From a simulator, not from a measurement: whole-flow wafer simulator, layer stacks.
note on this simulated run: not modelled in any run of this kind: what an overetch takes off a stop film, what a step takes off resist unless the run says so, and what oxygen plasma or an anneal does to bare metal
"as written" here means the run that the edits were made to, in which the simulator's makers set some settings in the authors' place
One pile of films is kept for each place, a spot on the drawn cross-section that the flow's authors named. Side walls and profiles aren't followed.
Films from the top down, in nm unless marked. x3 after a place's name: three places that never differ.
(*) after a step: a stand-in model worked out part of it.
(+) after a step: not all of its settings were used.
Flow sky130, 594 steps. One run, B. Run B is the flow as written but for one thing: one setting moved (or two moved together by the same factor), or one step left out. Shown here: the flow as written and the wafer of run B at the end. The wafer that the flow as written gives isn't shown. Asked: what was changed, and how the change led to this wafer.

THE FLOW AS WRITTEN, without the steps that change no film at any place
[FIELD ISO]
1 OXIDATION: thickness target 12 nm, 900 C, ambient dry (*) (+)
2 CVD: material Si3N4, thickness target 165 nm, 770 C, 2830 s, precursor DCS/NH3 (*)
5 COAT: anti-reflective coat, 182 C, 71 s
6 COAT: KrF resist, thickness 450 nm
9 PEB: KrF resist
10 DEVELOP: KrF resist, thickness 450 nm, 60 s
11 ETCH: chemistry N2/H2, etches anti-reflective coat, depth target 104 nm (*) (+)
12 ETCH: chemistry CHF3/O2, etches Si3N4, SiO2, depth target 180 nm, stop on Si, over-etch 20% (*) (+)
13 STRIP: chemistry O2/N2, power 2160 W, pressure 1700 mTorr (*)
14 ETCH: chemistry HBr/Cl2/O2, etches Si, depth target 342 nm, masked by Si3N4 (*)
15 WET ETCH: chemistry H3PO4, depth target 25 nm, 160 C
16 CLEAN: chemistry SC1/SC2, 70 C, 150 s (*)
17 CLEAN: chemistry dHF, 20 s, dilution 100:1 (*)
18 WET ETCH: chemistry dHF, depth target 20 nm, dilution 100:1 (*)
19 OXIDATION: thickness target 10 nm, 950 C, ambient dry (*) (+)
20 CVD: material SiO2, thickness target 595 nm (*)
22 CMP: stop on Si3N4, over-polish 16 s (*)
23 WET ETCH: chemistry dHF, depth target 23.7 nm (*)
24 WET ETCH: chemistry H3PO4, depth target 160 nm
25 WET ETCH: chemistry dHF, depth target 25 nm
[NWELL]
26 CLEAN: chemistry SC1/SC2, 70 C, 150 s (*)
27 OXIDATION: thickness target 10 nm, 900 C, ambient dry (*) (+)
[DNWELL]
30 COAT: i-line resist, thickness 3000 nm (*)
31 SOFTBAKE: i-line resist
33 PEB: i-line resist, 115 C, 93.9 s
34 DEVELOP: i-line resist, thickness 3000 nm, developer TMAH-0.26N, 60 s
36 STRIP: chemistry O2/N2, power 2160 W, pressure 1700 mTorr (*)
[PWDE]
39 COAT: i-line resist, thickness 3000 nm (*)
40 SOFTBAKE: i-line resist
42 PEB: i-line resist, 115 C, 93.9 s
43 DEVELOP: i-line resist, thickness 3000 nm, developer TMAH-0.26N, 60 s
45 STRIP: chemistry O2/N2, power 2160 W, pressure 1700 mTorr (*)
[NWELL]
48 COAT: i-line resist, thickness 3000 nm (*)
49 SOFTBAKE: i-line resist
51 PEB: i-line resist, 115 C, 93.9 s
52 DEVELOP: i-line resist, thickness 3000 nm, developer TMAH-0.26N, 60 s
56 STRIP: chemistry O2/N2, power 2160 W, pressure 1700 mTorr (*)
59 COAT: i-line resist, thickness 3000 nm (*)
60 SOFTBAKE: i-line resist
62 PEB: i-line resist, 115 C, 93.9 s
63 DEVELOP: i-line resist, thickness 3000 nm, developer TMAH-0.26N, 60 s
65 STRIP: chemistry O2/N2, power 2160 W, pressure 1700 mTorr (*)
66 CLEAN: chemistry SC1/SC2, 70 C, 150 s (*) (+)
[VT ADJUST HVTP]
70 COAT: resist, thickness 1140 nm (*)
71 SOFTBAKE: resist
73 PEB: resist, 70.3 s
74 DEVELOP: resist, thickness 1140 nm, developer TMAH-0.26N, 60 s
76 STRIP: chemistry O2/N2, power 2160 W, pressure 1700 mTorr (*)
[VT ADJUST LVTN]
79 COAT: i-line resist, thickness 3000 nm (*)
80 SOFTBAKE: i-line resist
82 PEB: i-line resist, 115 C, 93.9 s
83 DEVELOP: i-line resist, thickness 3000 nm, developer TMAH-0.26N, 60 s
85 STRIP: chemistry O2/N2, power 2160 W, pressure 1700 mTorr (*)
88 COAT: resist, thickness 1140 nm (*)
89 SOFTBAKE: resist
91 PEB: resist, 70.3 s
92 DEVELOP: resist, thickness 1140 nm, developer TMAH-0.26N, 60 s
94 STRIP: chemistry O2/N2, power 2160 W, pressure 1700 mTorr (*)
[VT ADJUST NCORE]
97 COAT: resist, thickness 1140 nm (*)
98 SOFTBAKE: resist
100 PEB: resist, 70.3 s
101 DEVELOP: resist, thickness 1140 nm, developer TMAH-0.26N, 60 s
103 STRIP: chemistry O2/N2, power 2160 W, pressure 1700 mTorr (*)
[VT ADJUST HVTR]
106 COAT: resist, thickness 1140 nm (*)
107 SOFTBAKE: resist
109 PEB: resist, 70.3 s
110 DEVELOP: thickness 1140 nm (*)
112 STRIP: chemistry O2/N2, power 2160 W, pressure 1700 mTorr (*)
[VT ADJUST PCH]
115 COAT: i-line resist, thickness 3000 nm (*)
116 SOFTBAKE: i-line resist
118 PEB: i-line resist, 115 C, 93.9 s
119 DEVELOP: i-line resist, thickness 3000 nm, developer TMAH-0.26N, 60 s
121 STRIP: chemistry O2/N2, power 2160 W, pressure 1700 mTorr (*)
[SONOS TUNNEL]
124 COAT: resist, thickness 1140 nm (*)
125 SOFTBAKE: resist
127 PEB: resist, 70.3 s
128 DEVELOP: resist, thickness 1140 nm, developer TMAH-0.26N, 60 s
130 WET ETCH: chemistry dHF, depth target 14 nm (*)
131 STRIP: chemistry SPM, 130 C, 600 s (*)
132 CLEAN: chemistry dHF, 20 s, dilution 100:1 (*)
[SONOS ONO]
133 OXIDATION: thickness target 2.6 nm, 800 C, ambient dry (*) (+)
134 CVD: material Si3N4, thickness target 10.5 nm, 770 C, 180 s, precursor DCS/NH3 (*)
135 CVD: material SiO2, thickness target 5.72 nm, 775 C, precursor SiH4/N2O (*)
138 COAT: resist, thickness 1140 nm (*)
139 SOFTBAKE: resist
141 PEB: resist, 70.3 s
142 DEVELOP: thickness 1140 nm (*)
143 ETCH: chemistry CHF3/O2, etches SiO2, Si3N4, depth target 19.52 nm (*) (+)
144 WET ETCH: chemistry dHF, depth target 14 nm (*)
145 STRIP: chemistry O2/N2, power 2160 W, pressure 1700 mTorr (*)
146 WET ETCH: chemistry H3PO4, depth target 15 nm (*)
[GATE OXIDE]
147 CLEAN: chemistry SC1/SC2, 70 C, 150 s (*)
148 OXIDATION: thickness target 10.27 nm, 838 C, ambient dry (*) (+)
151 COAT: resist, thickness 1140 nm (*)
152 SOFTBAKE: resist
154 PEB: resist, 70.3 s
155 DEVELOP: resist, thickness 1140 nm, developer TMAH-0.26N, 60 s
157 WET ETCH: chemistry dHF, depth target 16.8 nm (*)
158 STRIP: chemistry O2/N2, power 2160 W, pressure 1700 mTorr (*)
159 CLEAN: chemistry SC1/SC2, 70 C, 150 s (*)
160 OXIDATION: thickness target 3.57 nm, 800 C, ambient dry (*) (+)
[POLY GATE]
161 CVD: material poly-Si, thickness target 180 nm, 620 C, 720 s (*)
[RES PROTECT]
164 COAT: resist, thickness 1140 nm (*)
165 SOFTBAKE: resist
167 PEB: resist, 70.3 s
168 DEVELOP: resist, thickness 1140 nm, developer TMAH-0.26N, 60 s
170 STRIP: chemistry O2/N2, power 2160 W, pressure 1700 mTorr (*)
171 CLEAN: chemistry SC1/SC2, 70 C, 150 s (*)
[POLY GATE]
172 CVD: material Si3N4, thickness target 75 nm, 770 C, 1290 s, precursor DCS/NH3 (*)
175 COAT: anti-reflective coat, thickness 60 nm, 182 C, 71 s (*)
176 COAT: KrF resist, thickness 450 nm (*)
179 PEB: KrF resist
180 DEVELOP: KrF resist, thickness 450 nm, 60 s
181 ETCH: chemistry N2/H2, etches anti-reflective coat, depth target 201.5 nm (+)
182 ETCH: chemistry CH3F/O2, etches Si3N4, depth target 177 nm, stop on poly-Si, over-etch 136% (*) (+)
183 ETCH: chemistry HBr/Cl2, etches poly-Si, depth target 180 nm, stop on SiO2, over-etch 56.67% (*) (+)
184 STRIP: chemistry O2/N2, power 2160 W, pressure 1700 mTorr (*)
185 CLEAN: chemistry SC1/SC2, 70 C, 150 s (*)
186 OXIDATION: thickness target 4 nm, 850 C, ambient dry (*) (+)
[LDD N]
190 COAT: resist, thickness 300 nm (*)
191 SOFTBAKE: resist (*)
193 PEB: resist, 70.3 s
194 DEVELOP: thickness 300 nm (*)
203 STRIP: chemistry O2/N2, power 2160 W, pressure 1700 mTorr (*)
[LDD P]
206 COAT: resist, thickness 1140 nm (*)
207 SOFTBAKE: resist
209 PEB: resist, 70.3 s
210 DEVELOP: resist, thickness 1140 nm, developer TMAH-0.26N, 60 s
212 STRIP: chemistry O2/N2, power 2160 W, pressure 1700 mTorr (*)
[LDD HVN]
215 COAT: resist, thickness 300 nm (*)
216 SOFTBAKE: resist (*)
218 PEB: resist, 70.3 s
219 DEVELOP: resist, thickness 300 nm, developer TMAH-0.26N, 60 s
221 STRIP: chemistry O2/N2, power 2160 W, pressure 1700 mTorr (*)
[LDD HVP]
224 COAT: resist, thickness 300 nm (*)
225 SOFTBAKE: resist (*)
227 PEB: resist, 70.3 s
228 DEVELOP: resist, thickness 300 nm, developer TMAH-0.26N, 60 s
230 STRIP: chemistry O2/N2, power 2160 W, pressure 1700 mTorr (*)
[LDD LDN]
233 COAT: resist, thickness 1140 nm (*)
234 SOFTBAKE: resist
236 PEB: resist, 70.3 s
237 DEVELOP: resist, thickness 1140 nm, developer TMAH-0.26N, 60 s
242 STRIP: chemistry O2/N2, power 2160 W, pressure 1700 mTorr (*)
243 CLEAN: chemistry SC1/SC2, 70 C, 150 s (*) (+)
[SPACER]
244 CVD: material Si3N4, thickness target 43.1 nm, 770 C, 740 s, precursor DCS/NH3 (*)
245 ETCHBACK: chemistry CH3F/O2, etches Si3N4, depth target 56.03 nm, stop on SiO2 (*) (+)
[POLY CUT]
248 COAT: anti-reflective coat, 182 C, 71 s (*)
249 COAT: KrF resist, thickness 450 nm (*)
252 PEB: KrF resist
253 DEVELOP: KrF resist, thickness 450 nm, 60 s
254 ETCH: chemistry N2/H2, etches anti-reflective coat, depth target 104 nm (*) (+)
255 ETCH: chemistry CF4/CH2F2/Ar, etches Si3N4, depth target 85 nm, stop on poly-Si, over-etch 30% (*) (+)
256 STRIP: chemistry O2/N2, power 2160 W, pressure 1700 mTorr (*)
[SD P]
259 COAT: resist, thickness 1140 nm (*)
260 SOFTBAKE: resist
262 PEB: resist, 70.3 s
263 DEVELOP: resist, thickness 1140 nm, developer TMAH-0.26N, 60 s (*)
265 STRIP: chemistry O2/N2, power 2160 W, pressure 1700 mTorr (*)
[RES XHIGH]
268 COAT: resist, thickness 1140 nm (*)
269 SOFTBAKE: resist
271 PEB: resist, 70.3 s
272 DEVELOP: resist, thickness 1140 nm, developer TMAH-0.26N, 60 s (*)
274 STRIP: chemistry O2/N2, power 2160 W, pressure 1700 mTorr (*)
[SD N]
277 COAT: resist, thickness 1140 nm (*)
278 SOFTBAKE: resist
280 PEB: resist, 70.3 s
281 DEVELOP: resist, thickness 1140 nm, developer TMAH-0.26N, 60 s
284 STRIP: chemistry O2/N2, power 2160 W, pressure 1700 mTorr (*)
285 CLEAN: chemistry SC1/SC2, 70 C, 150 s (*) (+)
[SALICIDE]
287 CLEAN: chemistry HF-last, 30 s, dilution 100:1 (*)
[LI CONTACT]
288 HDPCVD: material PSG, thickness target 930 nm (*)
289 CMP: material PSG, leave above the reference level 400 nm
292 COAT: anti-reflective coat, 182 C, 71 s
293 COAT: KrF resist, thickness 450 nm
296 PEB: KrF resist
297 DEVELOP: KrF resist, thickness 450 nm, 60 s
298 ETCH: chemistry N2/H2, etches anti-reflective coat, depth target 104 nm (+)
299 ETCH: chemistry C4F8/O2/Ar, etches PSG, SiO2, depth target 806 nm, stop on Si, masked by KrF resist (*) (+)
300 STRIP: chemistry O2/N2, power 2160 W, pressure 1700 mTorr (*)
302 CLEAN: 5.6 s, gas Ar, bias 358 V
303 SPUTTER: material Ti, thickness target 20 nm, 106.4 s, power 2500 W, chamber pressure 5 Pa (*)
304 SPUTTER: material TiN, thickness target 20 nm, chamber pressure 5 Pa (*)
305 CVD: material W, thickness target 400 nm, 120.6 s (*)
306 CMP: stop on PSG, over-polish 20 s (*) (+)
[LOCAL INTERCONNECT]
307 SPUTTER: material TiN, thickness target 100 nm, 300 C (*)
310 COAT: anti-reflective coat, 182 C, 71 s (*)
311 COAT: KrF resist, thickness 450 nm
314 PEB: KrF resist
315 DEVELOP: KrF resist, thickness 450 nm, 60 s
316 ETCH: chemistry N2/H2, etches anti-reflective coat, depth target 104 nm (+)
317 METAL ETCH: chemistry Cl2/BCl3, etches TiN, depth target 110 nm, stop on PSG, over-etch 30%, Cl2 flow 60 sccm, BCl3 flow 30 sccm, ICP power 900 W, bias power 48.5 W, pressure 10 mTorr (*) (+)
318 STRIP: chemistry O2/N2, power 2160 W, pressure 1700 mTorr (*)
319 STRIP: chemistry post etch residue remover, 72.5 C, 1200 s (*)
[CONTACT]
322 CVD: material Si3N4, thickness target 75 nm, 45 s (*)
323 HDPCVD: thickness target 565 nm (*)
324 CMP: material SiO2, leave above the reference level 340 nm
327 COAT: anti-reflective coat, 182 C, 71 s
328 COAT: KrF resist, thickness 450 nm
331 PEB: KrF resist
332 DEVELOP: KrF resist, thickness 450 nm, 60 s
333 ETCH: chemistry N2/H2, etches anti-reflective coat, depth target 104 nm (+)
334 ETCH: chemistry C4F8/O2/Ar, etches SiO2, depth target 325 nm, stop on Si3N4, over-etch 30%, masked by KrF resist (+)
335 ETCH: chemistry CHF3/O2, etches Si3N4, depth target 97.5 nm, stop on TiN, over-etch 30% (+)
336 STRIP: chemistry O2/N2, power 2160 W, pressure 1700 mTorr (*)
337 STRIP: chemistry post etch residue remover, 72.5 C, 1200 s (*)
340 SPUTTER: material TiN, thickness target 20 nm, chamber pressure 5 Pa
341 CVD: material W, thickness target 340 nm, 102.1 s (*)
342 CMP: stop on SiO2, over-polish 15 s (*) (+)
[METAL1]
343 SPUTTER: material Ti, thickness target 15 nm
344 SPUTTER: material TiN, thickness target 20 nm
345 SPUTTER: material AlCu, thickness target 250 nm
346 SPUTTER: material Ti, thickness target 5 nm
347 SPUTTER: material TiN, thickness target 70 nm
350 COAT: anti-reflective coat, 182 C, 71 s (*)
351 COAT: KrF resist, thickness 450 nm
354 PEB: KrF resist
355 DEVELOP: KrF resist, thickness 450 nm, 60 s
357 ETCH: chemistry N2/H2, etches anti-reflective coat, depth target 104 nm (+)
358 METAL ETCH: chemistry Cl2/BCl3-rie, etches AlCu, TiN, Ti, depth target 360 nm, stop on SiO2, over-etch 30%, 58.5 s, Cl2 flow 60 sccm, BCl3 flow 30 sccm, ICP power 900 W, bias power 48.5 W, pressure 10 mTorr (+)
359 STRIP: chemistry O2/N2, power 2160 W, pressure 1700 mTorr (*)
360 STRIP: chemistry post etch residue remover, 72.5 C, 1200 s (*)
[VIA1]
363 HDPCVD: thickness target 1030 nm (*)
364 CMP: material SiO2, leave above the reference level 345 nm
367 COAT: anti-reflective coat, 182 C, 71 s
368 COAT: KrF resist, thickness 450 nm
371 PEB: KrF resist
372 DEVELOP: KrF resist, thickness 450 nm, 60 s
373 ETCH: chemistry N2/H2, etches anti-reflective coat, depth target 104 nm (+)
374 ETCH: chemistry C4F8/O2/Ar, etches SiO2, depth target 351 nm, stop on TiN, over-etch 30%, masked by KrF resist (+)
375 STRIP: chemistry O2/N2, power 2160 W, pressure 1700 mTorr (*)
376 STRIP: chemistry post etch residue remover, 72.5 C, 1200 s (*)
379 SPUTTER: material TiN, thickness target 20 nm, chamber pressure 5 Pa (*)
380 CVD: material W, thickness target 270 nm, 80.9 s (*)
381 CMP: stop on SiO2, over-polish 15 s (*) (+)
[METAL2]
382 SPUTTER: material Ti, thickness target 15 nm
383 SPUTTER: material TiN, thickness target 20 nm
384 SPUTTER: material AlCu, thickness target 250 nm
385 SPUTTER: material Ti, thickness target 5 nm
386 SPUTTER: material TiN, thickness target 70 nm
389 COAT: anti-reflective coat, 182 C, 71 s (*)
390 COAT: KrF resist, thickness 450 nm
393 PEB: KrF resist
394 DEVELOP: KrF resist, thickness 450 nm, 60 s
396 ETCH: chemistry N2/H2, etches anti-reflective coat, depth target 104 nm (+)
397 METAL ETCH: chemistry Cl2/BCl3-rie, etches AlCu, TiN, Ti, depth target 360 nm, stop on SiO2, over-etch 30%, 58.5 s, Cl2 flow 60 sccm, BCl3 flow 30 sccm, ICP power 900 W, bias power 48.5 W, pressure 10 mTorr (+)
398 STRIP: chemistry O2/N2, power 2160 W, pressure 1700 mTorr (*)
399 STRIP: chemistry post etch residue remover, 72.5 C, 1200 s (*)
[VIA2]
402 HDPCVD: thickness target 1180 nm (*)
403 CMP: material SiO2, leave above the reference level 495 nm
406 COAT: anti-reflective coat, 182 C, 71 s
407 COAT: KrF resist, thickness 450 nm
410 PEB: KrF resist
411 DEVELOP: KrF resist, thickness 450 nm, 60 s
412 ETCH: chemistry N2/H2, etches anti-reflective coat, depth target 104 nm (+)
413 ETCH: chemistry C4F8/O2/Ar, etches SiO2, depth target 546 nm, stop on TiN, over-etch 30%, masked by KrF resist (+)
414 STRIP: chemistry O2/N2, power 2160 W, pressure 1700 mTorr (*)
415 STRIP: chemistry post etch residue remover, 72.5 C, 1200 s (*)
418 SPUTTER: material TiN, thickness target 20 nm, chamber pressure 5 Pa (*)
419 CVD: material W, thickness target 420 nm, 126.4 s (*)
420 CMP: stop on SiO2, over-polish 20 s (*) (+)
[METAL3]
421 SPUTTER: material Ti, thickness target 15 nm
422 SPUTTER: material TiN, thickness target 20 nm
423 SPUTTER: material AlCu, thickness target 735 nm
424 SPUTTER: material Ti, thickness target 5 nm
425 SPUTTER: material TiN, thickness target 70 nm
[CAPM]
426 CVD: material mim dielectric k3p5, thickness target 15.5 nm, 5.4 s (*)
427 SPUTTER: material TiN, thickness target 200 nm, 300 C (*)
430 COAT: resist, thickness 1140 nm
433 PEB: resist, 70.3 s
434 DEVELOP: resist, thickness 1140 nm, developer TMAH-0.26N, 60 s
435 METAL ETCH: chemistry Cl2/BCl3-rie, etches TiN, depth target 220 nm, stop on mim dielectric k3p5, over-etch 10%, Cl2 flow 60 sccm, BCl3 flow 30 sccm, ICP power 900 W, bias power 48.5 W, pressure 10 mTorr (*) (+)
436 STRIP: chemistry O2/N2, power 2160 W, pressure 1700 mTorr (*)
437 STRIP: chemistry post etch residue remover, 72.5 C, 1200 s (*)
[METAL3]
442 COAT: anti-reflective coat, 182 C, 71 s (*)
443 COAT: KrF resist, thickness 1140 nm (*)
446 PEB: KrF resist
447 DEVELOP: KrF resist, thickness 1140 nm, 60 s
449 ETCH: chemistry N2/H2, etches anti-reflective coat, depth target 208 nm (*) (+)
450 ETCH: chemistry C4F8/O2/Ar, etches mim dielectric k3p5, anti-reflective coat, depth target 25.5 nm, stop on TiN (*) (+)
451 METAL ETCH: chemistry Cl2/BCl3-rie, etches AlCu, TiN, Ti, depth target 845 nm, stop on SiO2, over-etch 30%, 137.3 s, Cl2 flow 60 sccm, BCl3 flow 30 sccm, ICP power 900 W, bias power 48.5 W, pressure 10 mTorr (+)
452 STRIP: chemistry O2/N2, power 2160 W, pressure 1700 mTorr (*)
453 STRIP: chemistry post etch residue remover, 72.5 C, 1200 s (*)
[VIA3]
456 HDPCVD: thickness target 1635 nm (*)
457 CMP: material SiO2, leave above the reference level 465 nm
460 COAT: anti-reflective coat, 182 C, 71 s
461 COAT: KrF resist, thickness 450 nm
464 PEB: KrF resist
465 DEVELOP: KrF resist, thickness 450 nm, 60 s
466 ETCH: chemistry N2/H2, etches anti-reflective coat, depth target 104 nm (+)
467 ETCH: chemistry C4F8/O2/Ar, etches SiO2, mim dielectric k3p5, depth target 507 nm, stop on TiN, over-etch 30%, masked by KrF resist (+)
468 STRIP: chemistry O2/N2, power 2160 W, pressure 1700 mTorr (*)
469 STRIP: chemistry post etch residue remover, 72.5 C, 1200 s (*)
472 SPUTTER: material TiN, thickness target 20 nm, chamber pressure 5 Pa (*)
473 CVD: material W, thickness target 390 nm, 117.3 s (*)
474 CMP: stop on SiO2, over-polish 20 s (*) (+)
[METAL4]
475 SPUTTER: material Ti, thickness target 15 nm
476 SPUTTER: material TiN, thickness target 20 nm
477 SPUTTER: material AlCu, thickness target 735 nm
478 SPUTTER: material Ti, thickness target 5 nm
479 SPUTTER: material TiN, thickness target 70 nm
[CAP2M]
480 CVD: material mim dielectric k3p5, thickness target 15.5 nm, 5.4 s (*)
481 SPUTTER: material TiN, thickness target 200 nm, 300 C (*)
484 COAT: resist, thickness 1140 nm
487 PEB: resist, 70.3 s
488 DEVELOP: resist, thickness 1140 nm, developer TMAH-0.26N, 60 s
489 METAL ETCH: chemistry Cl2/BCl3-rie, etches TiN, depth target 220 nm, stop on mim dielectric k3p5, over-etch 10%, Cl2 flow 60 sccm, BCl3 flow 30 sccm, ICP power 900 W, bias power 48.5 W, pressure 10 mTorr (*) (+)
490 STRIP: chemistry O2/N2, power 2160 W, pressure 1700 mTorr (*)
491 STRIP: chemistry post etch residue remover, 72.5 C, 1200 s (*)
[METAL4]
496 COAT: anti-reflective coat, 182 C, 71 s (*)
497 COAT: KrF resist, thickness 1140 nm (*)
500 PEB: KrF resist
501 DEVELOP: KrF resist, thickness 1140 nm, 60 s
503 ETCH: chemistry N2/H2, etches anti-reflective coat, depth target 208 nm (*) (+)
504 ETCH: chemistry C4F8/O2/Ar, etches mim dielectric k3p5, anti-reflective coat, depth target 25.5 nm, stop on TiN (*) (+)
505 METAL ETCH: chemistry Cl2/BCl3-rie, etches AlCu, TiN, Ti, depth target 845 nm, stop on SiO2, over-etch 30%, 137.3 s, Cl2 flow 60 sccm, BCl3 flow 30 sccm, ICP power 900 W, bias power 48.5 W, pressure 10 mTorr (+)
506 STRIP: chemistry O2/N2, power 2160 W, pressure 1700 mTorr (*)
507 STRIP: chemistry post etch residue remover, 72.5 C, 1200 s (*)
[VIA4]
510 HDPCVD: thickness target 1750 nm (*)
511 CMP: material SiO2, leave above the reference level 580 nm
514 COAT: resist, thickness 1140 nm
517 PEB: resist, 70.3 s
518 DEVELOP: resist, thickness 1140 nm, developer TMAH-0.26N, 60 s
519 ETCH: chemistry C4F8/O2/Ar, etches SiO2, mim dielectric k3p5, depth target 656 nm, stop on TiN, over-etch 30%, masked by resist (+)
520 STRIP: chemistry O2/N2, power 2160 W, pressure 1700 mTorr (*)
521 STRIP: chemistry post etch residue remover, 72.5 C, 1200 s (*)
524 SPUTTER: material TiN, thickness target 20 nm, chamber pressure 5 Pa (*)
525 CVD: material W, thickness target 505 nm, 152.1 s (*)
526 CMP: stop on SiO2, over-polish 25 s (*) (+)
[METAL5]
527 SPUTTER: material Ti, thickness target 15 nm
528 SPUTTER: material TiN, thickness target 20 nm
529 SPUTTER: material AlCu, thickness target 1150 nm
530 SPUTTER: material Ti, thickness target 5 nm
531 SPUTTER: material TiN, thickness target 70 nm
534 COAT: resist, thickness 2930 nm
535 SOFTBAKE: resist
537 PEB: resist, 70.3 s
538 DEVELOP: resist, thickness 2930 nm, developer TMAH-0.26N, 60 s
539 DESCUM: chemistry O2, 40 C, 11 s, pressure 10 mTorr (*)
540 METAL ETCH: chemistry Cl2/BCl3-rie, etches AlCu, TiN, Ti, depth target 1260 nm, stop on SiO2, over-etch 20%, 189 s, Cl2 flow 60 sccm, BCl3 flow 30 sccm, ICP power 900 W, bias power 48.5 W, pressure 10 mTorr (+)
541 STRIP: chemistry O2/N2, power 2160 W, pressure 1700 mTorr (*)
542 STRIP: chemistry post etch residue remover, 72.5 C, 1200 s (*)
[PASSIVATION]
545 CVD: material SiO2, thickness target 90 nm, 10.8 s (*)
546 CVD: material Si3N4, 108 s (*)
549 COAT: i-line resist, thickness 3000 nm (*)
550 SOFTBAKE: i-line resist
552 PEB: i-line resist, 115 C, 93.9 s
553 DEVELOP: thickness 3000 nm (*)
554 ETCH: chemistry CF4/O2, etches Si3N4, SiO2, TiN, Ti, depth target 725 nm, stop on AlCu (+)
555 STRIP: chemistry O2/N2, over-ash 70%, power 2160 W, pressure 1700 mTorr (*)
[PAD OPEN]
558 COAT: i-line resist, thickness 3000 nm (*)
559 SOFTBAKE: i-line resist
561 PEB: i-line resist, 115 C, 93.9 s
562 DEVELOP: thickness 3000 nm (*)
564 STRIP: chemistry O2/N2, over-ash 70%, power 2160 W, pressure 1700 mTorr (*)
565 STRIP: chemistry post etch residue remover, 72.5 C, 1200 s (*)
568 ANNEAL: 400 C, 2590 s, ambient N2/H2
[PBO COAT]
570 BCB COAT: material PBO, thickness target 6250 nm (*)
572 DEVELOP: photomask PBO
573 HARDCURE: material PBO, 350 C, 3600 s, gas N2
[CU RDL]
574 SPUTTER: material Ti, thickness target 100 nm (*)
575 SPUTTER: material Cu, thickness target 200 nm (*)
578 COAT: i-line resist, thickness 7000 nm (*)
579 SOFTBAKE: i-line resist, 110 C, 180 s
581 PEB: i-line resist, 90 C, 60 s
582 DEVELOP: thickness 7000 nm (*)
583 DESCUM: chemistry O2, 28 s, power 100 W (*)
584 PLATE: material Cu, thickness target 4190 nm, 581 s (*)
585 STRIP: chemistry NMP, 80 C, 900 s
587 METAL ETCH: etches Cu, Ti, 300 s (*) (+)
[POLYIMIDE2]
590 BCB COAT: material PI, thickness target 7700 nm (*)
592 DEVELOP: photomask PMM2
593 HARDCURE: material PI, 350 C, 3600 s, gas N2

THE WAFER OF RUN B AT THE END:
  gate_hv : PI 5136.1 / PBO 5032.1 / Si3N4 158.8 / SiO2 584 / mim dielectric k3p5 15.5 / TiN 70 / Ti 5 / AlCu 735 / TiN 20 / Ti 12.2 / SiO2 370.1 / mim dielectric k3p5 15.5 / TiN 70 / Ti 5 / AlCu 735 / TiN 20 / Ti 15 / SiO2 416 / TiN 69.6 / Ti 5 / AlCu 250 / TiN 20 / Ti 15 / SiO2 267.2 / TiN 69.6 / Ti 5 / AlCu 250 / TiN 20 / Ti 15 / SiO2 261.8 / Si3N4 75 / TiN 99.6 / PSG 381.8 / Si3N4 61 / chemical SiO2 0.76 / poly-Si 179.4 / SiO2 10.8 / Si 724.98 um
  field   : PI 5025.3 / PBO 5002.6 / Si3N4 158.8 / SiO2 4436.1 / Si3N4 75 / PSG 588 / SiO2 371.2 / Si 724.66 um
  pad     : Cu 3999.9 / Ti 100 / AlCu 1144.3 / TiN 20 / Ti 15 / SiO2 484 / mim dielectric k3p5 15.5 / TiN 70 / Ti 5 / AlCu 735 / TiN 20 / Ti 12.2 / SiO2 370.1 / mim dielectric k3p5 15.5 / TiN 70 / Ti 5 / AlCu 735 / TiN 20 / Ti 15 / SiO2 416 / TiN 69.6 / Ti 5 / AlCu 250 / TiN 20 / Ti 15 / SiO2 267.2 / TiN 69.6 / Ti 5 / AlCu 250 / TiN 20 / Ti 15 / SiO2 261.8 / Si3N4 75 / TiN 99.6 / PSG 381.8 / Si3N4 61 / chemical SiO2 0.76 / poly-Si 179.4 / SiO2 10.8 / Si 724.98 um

The cause: step 475, SPUTTER: thickness target 12.2 nm was run, where the flow has thickness target 15 nm.
It can be read off the wafer: gate_hv has Ti 12.2, and step 475 as written asks for 15 nm.

How the change led to this, step by step:
  475 SPUTTER: material Ti, thickness target 15 nm
      field, active, n_well and 189 more: Ti +12.2 (new film) (as written it would be: Ti +15 (new film))
  505 METAL ETCH: chemistry Cl2/BCl3-rie, etches AlCu, TiN, Ti, depth target 845 nm, stop on SiO2, over-etch 30%, 137.3 s, Cl2 flow 60 sccm, BCl3 flow 30 sccm, ICP power 900 W, bias power 48.5 W, pressure 10 mTorr (+)
      field, gate, spacer and 68 more: TiN -70 (all of it), Ti -5 (all of it), AlCu -735 (all of it), TiN -20 (all of it), Ti -12.2 (all of it), SiO2 -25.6 (as written it would be: TiN -70 (all of it), Ti -5 (all of it), AlCu -735 (all of it), TiN -20 (all of it), Ti -15 (all of it), SiO2 -25.4)
      active, vpp_iso1, mim_edge_plate and 14 more: TiN -70 (all of it), Ti -5 (all of it), AlCu -735 (all of it), TiN -20 (all of it), Ti -12.2 (all of it), SiO2 -25.6 (as written it would be: TiN -70 (all of it), Ti -5 (all of it), AlCu -735 (all of it), TiN -20 (all of it), Ti -15 (all of it), SiO2 -25.3)
